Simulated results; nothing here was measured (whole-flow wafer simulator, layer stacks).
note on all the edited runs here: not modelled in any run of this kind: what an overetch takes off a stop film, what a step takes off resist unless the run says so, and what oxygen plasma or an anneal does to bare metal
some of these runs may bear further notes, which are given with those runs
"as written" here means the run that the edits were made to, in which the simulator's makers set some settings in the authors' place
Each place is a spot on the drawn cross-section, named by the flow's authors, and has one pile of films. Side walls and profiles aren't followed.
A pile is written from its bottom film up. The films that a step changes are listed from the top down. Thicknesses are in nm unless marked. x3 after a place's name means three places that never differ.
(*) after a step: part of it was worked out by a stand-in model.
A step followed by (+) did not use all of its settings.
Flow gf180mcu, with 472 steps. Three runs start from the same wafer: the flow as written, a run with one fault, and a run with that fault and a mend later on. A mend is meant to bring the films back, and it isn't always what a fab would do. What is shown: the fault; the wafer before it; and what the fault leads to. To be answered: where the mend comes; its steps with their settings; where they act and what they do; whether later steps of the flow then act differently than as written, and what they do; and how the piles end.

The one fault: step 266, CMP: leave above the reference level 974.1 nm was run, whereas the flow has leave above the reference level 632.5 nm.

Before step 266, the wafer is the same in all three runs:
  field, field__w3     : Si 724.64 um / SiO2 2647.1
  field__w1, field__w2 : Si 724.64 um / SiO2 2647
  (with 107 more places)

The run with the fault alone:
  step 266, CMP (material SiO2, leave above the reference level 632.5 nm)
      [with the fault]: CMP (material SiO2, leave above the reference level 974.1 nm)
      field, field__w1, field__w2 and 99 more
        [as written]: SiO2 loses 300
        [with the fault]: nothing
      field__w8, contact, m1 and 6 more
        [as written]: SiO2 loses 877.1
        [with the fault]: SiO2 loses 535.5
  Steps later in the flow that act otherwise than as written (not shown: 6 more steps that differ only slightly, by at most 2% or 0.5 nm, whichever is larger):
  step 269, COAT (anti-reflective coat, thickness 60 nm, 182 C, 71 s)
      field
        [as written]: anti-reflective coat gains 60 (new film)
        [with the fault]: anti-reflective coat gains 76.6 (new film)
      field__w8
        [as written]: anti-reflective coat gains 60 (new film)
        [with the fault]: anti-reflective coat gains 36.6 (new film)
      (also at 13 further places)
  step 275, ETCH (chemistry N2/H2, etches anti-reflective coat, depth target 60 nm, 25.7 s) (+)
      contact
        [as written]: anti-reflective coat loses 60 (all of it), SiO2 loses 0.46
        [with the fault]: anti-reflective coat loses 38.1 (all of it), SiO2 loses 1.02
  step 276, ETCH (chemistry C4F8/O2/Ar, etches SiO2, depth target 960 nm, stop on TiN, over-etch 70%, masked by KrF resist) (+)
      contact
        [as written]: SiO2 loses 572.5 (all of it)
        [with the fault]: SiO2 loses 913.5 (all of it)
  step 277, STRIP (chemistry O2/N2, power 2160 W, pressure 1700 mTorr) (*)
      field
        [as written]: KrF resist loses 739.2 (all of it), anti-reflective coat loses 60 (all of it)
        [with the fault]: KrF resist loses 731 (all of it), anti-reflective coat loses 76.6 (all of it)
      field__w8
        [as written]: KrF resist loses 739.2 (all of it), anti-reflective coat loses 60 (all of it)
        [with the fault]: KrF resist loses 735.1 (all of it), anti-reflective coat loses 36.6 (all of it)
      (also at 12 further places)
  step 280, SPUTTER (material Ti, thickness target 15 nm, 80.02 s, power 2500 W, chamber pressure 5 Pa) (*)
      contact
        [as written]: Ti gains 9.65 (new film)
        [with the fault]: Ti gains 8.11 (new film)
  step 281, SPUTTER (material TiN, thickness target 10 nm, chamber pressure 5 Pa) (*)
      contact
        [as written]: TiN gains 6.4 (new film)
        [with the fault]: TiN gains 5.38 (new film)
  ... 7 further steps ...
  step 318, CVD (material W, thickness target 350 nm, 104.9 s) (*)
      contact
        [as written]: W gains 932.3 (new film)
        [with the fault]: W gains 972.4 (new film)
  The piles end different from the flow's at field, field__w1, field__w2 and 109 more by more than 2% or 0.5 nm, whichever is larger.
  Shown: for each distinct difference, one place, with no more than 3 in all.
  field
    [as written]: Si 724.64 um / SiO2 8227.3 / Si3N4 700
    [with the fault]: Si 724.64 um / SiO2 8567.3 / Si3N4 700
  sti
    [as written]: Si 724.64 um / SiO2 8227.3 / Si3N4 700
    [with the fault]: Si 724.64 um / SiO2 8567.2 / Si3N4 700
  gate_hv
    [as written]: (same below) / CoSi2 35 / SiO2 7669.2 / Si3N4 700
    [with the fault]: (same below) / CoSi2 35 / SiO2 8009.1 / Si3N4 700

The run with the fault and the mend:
  After step 266 comes the mend.
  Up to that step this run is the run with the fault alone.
  step 266a, CMP (material SiO2, leave above the reference level 632.5 nm) (the flow's step 266, run once more)
      field, field__w1, field__w2 and 99 more
        SiO2 loses 300
      field__w8, contact, m1 and 6 more
        SiO2 loses 341.6
  Later steps of the flow that are run all act as written at every place that is followed.
  The piles end the same as the flow's at every place that both follow.
